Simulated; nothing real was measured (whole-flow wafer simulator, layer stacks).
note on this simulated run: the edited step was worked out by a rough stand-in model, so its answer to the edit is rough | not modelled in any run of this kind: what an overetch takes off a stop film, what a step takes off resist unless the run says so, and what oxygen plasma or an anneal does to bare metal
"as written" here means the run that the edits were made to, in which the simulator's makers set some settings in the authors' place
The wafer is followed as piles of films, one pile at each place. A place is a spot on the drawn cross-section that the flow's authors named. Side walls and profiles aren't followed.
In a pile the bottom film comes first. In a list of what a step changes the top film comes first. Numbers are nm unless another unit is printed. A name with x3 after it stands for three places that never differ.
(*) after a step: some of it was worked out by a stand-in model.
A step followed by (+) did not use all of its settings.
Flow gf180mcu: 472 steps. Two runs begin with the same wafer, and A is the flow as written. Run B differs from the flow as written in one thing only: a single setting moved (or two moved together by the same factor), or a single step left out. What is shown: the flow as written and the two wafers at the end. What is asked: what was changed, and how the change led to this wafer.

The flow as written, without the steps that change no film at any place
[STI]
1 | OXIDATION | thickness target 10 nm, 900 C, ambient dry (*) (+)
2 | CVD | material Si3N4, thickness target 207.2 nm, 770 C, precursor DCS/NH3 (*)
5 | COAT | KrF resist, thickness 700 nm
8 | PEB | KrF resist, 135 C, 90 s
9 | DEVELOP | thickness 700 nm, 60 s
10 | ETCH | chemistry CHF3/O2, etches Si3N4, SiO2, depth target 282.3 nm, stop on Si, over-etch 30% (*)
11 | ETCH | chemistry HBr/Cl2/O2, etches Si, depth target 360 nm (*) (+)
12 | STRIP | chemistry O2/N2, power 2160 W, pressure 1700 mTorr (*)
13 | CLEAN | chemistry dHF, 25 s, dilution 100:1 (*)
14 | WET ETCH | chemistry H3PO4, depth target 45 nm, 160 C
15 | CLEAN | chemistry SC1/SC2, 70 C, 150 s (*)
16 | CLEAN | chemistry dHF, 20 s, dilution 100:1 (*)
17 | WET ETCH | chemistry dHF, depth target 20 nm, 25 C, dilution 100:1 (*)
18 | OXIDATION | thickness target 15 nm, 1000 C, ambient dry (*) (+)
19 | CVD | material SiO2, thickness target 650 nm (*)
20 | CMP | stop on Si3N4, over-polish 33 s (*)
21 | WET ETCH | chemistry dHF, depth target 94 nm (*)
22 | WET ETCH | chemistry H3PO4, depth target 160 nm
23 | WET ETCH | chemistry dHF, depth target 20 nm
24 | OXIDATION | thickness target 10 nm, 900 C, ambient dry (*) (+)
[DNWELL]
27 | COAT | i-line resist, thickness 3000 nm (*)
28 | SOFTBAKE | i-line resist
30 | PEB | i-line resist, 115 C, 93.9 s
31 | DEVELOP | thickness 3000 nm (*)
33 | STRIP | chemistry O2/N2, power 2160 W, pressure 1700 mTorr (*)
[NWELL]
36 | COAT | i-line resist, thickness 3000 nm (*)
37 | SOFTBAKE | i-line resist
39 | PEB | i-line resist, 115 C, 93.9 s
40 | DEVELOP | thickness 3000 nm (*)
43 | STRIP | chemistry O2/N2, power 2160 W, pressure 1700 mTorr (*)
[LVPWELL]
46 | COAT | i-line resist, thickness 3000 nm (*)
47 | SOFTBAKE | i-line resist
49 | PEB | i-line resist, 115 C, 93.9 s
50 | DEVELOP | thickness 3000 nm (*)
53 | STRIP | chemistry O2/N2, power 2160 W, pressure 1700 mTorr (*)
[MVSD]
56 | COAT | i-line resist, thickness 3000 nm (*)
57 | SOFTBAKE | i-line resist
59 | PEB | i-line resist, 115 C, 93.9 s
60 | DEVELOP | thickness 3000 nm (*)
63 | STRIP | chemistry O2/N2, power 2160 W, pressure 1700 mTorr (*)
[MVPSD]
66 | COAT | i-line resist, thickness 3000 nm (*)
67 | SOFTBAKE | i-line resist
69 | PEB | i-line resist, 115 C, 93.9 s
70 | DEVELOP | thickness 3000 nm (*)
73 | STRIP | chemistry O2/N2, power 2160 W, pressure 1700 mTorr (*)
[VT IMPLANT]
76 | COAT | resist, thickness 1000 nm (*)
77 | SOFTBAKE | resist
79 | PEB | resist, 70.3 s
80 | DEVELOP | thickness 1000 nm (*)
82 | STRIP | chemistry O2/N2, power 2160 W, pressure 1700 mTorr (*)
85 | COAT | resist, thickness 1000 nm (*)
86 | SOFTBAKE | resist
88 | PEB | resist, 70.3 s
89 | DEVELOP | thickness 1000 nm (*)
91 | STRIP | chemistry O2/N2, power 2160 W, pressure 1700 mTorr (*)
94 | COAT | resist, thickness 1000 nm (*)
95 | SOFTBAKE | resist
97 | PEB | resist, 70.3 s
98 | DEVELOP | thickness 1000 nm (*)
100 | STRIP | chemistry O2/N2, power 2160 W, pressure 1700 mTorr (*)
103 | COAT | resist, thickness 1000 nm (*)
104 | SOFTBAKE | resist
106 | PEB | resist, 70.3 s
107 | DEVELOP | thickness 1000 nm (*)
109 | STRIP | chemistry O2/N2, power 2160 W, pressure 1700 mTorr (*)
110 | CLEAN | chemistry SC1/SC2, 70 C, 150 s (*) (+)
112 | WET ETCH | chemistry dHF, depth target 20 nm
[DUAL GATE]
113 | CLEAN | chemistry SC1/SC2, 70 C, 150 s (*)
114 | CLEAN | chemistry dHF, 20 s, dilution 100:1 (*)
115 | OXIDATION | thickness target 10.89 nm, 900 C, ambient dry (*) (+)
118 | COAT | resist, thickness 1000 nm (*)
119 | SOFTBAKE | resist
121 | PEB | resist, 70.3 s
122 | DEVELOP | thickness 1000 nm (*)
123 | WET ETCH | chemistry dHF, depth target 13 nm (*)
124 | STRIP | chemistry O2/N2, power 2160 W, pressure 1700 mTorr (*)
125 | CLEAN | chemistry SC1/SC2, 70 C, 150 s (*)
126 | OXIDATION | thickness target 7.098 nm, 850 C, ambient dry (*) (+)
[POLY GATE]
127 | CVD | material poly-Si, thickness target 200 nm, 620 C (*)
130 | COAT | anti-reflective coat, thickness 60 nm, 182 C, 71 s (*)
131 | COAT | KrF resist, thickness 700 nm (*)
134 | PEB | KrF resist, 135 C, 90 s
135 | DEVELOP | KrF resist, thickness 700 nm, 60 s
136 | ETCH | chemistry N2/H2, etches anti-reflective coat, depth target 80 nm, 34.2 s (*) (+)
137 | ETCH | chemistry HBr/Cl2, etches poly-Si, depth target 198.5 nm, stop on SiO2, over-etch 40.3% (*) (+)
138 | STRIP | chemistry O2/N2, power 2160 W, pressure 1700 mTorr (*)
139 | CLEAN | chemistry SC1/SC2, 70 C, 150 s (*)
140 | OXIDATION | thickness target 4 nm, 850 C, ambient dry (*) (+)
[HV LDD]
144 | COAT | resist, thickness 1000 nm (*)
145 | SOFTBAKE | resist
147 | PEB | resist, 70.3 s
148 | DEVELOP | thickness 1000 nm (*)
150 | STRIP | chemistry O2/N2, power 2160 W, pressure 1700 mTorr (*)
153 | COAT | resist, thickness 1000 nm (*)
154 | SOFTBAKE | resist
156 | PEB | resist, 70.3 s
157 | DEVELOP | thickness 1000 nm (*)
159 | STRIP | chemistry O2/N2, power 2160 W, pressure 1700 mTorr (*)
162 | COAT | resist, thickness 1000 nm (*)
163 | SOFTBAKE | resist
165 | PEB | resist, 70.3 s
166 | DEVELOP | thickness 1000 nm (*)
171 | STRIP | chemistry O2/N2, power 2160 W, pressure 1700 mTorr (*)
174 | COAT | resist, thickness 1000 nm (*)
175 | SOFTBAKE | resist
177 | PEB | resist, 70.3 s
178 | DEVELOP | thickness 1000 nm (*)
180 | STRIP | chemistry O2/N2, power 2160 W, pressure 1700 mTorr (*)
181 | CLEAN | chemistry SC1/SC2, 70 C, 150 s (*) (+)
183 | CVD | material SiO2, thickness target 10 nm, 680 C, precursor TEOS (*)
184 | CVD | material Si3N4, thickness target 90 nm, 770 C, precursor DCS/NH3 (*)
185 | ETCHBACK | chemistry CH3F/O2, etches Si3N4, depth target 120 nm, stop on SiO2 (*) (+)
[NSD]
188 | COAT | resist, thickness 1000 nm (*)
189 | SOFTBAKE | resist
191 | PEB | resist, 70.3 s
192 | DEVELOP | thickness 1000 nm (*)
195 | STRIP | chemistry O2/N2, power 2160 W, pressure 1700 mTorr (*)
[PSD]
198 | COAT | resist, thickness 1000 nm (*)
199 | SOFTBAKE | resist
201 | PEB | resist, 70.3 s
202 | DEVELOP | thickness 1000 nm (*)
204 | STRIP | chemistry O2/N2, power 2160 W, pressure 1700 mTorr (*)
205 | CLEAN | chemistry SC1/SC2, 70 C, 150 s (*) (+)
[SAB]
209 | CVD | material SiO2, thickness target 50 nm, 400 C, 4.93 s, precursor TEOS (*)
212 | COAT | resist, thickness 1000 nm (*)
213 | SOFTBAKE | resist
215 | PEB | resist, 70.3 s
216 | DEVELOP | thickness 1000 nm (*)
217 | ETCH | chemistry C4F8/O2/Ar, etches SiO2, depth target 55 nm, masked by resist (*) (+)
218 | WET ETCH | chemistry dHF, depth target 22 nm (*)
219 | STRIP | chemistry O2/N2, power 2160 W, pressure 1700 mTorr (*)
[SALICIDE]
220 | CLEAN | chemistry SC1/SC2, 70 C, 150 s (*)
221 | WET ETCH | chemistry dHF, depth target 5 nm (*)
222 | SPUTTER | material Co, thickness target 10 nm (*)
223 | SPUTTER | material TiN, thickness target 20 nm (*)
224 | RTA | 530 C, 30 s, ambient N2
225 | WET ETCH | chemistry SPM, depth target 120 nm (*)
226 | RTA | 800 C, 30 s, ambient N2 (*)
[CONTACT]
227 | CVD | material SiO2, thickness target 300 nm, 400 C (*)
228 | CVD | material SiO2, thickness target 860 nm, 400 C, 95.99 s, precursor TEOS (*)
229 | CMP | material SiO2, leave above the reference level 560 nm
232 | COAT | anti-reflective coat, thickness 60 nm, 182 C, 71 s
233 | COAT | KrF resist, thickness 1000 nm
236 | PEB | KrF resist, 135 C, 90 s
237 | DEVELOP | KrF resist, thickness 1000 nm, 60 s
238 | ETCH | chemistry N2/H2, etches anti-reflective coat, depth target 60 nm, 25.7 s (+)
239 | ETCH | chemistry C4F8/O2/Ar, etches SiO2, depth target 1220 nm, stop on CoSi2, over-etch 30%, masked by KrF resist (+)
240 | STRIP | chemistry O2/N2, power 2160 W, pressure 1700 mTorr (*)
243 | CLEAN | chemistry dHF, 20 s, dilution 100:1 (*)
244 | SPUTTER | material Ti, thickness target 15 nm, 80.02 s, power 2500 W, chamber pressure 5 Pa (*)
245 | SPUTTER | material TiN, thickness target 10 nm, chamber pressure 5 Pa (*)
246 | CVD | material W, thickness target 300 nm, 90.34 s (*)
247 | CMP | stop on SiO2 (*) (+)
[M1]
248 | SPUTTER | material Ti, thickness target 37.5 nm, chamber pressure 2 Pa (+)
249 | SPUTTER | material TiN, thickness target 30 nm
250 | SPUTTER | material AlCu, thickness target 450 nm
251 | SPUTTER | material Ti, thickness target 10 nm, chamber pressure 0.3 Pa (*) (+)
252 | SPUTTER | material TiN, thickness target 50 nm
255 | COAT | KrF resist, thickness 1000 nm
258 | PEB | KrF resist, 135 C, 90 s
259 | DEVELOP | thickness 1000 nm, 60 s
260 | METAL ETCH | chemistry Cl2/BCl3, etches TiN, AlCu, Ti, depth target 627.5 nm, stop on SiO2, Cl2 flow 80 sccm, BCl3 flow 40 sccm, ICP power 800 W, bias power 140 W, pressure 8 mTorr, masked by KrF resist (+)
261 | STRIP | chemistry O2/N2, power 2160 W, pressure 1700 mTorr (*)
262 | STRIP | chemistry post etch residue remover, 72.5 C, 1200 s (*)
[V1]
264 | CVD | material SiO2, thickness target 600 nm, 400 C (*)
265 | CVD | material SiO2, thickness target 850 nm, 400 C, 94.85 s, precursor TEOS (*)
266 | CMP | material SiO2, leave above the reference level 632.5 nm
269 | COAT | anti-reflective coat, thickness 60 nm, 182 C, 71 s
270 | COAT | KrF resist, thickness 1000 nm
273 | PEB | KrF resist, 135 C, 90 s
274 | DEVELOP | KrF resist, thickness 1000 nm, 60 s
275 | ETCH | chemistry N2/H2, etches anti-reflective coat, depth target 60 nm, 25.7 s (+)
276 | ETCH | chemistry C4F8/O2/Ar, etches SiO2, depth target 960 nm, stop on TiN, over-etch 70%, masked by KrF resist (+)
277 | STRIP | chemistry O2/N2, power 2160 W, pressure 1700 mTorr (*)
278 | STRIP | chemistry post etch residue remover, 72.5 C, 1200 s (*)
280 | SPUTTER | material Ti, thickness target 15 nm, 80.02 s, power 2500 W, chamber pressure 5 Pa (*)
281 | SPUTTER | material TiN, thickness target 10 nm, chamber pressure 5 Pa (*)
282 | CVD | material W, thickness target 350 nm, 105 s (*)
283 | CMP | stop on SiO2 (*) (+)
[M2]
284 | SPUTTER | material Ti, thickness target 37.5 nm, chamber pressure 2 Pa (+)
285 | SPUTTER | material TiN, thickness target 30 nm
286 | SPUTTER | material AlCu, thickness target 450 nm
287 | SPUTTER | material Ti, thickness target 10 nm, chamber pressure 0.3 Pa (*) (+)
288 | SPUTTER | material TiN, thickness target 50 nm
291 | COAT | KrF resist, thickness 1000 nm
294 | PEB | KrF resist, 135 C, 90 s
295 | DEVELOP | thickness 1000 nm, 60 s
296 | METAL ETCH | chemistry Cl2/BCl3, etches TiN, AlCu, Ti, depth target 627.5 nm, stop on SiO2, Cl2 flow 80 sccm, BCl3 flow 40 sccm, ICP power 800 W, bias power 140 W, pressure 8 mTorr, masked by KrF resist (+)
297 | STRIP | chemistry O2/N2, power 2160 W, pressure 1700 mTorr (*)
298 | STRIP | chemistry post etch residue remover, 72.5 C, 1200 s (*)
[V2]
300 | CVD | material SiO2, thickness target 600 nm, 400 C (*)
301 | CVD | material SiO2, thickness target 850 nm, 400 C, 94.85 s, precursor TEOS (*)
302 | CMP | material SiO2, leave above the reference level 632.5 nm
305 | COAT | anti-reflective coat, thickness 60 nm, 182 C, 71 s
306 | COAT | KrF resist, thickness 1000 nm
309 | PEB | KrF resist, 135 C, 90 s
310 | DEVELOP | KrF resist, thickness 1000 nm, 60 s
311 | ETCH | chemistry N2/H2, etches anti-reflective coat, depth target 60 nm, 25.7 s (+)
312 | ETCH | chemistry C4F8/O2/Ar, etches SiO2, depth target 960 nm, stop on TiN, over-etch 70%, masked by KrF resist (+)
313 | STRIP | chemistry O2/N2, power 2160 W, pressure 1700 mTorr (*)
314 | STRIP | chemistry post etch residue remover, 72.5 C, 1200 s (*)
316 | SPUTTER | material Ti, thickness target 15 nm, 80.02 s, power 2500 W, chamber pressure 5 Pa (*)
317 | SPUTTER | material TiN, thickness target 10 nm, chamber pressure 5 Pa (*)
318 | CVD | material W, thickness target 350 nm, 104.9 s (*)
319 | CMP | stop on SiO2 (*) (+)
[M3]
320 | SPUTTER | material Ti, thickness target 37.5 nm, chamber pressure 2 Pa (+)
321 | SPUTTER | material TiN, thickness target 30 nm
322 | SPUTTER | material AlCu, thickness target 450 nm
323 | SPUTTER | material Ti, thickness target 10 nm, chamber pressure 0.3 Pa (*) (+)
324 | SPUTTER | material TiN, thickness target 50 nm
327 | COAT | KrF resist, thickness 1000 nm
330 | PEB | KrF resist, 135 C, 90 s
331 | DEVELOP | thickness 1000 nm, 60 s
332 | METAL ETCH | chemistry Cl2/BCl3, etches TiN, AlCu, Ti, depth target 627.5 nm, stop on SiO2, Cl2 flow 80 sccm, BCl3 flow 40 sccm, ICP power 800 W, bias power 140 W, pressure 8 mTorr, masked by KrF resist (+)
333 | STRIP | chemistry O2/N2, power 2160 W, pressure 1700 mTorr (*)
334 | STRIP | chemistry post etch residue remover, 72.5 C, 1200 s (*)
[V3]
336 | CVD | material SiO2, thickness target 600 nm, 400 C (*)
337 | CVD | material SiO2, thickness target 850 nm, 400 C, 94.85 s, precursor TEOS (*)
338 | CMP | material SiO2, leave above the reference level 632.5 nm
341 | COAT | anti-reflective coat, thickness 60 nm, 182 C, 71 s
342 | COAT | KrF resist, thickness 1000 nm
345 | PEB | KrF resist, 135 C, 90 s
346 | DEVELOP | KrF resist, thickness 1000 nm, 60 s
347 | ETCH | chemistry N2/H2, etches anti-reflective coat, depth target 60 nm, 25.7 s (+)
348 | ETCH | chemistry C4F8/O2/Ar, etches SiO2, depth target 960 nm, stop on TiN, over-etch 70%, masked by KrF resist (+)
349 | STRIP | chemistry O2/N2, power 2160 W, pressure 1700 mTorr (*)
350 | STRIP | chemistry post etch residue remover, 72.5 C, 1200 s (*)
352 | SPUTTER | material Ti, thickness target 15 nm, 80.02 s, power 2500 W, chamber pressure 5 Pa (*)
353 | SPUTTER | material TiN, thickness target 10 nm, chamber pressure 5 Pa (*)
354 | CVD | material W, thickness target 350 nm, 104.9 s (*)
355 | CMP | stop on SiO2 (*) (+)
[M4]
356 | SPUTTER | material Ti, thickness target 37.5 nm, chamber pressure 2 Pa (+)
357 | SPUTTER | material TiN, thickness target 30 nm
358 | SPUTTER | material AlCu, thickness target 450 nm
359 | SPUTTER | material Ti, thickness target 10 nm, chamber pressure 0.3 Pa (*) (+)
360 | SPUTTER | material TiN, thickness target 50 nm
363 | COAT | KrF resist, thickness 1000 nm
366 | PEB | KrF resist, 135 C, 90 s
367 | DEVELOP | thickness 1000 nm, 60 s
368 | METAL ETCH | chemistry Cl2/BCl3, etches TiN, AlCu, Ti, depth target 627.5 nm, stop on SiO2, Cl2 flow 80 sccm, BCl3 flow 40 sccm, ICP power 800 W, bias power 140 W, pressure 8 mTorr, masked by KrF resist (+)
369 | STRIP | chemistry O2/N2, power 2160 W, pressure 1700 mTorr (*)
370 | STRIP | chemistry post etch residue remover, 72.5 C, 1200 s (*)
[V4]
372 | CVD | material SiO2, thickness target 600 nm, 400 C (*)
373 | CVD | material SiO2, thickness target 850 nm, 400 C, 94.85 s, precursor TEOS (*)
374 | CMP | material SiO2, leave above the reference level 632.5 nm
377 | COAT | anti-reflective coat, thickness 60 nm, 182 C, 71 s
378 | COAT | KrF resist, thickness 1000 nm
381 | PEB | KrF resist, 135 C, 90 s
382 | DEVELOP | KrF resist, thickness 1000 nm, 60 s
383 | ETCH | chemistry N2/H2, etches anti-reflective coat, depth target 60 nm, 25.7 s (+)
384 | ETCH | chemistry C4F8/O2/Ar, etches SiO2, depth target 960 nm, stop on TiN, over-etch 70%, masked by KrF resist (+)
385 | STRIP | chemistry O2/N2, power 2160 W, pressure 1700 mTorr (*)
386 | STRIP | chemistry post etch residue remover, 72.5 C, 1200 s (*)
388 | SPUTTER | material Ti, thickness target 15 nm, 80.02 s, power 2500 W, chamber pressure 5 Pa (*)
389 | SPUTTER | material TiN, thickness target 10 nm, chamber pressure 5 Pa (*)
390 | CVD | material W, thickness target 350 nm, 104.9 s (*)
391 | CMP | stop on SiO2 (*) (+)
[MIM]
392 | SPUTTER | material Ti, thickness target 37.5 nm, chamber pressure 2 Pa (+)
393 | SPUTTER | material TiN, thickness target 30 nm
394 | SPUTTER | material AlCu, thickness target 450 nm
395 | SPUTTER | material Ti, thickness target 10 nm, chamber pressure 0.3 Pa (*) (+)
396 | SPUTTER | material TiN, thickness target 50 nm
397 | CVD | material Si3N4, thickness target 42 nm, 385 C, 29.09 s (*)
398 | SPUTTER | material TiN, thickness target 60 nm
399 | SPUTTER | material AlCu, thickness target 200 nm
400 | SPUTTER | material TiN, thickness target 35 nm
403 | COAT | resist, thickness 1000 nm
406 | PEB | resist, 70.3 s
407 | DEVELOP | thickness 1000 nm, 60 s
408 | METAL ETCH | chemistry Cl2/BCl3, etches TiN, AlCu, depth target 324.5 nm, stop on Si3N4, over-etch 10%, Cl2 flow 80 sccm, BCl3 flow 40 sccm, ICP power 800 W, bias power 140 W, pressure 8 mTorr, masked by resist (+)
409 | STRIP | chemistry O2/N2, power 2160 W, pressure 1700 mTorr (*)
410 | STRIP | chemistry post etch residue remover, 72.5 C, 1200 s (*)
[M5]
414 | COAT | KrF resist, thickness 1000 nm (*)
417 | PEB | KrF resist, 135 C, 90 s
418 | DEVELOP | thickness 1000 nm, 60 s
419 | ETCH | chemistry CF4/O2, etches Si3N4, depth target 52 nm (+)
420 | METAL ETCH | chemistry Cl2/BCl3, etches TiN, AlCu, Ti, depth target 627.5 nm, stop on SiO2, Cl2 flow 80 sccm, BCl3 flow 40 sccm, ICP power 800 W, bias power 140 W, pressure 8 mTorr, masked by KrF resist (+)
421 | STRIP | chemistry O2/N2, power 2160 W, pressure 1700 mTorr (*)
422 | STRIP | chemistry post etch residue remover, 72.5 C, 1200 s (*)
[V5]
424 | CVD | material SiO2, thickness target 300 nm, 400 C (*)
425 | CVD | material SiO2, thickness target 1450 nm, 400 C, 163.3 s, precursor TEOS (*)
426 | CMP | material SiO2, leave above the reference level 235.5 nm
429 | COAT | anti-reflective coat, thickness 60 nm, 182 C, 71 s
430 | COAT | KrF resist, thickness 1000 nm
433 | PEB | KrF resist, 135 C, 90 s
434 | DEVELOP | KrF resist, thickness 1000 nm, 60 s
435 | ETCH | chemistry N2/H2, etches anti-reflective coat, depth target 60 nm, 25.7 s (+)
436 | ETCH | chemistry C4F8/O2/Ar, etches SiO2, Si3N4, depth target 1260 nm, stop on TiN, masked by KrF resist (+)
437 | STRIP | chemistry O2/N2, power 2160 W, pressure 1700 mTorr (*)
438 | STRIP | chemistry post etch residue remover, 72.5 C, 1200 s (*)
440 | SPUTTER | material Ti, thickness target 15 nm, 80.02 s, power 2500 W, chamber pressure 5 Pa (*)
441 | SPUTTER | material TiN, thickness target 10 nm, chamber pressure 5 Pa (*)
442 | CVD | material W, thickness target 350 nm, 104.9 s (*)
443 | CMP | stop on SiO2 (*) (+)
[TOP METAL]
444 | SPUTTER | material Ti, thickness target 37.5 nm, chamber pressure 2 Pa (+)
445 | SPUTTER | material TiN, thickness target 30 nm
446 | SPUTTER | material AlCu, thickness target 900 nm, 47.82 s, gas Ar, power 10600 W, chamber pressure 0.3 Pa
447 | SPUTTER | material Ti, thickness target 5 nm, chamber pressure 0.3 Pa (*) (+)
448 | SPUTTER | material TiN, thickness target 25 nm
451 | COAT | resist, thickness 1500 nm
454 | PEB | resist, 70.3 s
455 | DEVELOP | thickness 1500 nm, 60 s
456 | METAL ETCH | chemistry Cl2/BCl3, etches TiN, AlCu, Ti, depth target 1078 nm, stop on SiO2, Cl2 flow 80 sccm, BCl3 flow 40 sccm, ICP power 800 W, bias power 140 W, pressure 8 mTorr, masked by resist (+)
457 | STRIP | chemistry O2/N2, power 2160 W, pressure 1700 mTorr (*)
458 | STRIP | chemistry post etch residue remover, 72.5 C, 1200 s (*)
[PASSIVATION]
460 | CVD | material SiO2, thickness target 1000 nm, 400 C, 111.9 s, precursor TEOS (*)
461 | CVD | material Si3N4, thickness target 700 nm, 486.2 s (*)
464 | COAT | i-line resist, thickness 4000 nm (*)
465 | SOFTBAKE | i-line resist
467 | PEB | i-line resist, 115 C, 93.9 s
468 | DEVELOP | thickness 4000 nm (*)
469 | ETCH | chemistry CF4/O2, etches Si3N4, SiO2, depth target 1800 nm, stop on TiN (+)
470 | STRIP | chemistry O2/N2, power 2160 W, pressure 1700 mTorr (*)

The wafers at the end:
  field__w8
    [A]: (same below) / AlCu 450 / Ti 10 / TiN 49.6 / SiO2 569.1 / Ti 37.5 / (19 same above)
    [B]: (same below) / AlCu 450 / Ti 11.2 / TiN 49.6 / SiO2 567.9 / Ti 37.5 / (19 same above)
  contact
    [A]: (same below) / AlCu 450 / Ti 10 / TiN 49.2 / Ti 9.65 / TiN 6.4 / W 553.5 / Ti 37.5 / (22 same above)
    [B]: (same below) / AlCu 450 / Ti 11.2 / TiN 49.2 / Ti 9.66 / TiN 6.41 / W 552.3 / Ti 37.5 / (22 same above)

Cause: step 323, SPUTTER: thickness target 11.2 nm was run, while the flow as written has thickness target 10 nm.
The wafer itself shows it: field__w8 has Ti 11.2, and step 323 as written asks for 10 nm.

Step by step, how the change led to this:
  323 | SPUTTER | material Ti, thickness target 10 nm, chamber pressure 0.3 Pa (*) (+)
      field, field__w1, field__w2 and 108 more: A Ti gains 10 (new film) | B Ti gains 11.2 (new film)
  332 | METAL ETCH | chemistry Cl2/BCl3, etches TiN, AlCu, Ti, depth target 627.5 nm, stop on SiO2, Cl2 flow 80 sccm, BCl3 flow 40 sccm, ICP power 800 W, bias power 140 W, pressure 8 mTorr, masked by KrF resist (+)
      field, field__w1, field__w2 and 103 more: A TiN loses 50 (all of it), Ti loses 10 (all of it), AlCu loses 450 (all of it), TiN loses 30 (all of it), Ti loses 37.5 (all of it) | B TiN loses 50 (all of it), Ti loses 11.2 (all of it), AlCu loses 450 (all of it), TiN loses 30 (all of it), Ti loses 37.5 (all of it)
